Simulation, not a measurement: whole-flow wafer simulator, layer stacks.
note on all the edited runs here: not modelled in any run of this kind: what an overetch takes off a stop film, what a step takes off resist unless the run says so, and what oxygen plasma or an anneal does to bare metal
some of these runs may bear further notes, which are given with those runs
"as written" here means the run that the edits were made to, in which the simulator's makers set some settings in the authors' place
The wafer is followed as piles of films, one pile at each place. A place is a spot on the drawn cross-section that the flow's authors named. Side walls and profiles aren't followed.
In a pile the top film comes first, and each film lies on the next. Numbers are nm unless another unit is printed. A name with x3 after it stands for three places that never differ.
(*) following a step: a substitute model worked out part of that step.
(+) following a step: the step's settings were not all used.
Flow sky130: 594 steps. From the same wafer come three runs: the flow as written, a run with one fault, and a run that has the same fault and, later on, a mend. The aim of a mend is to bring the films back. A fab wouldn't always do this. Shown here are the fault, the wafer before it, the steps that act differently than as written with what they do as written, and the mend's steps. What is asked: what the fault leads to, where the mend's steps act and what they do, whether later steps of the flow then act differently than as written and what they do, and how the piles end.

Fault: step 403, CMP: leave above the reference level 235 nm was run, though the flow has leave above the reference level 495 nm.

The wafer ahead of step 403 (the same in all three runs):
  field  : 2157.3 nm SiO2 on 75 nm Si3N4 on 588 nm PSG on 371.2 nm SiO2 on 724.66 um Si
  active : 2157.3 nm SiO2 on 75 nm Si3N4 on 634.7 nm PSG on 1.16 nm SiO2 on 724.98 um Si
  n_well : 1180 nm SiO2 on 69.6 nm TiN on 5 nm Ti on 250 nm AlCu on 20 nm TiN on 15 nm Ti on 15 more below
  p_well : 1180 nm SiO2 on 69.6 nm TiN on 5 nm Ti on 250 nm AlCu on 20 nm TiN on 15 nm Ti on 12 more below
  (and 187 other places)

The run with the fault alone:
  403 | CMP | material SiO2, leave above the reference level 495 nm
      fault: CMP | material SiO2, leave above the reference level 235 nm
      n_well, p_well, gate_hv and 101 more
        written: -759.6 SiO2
        fault: -1019.6 SiO2
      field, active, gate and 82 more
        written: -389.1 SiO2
        fault: -649.1 SiO2
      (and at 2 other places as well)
  Later steps of the flow acting differently than as written (4 other steps are not shown; they differ only slightly, by no more than 2% or 0.5 nm, whichever is larger):
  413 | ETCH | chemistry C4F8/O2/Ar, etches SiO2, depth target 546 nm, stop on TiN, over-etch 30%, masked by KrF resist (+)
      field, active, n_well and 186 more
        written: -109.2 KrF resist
        fault: -41.7 KrF resist
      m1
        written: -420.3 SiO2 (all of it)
        fault: -160.3 SiO2 (all of it)
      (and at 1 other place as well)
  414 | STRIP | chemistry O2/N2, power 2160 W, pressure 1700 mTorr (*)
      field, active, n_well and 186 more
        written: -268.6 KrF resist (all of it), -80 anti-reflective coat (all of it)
        fault: -336.2 KrF resist (all of it), -80 anti-reflective coat (all of it)
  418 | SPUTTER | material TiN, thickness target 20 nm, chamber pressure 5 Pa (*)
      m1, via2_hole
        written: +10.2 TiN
        fault: +14.4 TiN
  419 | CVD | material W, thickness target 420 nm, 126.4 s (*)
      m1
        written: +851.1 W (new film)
        fault: +586.9 W (new film)
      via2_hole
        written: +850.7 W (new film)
        fault: +586.5 W (new film)
  At field, active, n_well and 190 more, the piles at the end differ from the flow's by more than 2% or 0.5 nm, whichever is larger.
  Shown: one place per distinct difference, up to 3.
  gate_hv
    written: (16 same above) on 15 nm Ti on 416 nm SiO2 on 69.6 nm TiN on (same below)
    fault: (16 same above) on 15 nm Ti on 156 nm SiO2 on 69.6 nm TiN on (same below)
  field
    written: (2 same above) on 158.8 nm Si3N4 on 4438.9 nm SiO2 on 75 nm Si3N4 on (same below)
    fault: (2 same above) on 158.8 nm Si3N4 on 4178.9 nm SiO2 on 75 nm Si3N4 on (same below)
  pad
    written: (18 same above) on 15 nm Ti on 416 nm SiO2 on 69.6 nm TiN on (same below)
    fault: (18 same above) on 15 nm Ti on 156 nm SiO2 on 69.6 nm TiN on (same below)

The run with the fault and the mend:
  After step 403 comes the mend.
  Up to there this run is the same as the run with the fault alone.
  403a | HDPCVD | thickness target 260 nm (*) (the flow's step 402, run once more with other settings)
      field, active, n_well and 188 more
        +260 SiO2
  Every later step of the flow that is run acts as written, at every place that is followed, to within 2% or 0.5 nm, whichever is larger.
  By the end, the piles equal the flow's at every place that both follow.
